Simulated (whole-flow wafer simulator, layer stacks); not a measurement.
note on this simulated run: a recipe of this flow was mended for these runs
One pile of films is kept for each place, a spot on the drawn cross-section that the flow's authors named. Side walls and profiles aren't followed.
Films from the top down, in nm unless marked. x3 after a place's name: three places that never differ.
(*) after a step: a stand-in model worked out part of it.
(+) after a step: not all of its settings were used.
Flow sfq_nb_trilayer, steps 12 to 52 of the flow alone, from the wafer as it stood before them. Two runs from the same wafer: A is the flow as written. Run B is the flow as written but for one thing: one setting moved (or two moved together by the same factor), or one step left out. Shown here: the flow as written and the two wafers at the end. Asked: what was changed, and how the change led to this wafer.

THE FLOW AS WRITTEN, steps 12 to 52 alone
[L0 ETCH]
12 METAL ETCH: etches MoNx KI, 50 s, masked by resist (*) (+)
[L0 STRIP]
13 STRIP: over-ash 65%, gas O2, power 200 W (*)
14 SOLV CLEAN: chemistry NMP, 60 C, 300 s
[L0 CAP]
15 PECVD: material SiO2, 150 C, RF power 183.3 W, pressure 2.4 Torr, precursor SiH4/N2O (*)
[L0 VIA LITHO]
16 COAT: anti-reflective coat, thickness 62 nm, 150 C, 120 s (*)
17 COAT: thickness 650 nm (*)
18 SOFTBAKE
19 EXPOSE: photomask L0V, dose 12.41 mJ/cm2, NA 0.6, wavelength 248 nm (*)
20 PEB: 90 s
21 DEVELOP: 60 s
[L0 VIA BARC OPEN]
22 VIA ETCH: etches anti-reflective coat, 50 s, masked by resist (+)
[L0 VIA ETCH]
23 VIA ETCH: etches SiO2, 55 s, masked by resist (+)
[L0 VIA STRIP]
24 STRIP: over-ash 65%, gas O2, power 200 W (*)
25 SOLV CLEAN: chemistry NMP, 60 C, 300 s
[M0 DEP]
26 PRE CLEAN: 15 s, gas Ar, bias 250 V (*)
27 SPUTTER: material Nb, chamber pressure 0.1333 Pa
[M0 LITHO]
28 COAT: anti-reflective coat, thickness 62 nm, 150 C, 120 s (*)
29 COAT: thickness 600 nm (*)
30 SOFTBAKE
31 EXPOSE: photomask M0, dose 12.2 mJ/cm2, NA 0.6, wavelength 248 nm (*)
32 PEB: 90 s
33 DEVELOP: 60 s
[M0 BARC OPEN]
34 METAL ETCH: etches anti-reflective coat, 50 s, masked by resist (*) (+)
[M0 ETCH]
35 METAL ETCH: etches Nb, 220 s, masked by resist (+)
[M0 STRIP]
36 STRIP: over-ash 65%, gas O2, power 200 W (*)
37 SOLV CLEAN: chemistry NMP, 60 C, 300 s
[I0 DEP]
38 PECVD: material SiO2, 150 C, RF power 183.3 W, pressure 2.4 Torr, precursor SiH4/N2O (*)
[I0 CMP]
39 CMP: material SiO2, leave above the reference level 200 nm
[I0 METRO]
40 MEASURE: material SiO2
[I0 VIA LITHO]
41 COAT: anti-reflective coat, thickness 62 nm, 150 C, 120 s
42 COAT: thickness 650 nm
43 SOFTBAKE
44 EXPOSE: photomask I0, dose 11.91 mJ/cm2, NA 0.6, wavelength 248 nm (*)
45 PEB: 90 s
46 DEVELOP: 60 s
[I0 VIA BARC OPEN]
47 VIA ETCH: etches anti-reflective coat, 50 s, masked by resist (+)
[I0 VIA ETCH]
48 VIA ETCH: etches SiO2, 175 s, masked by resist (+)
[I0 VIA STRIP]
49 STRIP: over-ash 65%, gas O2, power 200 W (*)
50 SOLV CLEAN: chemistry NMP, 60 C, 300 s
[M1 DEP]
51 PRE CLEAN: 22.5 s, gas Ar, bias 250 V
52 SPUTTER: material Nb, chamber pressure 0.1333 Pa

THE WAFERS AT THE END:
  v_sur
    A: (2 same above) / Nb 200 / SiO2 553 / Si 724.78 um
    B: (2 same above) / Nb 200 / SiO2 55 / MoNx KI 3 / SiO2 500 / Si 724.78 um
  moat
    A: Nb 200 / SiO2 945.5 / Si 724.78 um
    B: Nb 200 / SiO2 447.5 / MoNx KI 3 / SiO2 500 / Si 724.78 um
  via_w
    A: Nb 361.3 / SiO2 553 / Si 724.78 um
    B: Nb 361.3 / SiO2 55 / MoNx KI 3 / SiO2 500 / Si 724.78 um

The cause: step 12, METAL ETCH: 37 s was run, where the flow has 50 s.

How the change led to this, step by step:
  12 METAL ETCH: etches MoNx KI, 50 s, masked by resist (*) (+)
      v_sur, via_wl, via_w and 97 more: A MoNx KI -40 (all of it), SiO2 -2 | B MoNx KI -37
      field_l, l0_sur, l0v, l0r_line_l, l0r_line_c, l0r_line_r: A KrF-resist-other-grade -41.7 | B KrF-resist-other-grade -30.8
  13 STRIP: over-ash 65%, gas O2, power 200 W (*)
      field_l, l0_sur, l0v, l0r_line_l, l0r_line_c, l0r_line_r: A KrF-resist-other-grade -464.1 (all of it), anti-reflective coat -62 (all of it) | B KrF-resist-other-grade -474.9 (all of it), anti-reflective coat -62 (all of it)
  15 PECVD: material SiO2, 150 C, RF power 183.3 W, pressure 2.4 Torr, precursor SiH4/N2O (*)
      v_sur, via_wl, via_w and 97 more: A SiO2 +60 | B SiO2 +60 (new film)
  16 COAT: anti-reflective coat, thickness 62 nm, 150 C, 120 s (*)
      field_l: A anti-reflective coat +50 (new film) | B anti-reflective coat +51.2 (new film)
      v_sur: A anti-reflective coat +78.1 (new film) | B anti-reflective coat +76.3 (new film)
      (and at 3 more places)
  24 STRIP: over-ash 65%, gas O2, power 200 W (*)
      field_l: A KrF-resist-other-grade -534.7 (all of it), anti-reflective coat -50 (all of it) | B KrF-resist-other-grade -535.7 (all of it), anti-reflective coat -51.2 (all of it)
      v_sur: A KrF-resist-other-grade -544.6 (all of it), anti-reflective coat -78.1 (all of it) | B KrF-resist-other-grade -544.1 (all of it), anti-reflective coat -76.3 (all of it)
      (and at 3 more places)
  28 COAT: anti-reflective coat, thickness 62 nm, 150 C, 120 s (*)
      field_l: A anti-reflective coat +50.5 (new film) | B anti-reflective coat +51.8 (new film)
      v_sur: A anti-reflective coat +78.2 (new film) | B anti-reflective coat +76.4 (new film)
      (and at 3 more places)
  36 STRIP: over-ash 65%, gas O2, power 200 W (*)
      field_l: A KrF-resist-other-grade -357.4 (all of it), anti-reflective coat -50.5 (all of it) | B KrF-resist-other-grade -358.3 (all of it), anti-reflective coat -51.8 (all of it)
      v_sur: A KrF-resist-other-grade -367.4 (all of it), anti-reflective coat -78.2 (all of it) | B KrF-resist-other-grade -367 (all of it), anti-reflective coat -76.4 (all of it)
      (and at 3 more places)
Counting metal films that touch as one body, v_sur has 3 bodies (between them, from the top down: SiO2 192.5; SiO2 55); the flow as written gives 2 bodies (between them, from the top down: SiO2 192.5).
Counting metal films that touch as one body, moat has 2 bodies (between them, from the top down: SiO2 447.5); the flow as written gives 1 body.
Counting metal films that touch as one body, via_w has 2 bodies (between them, from the top down: SiO2 55); the flow as written gives 1 body.
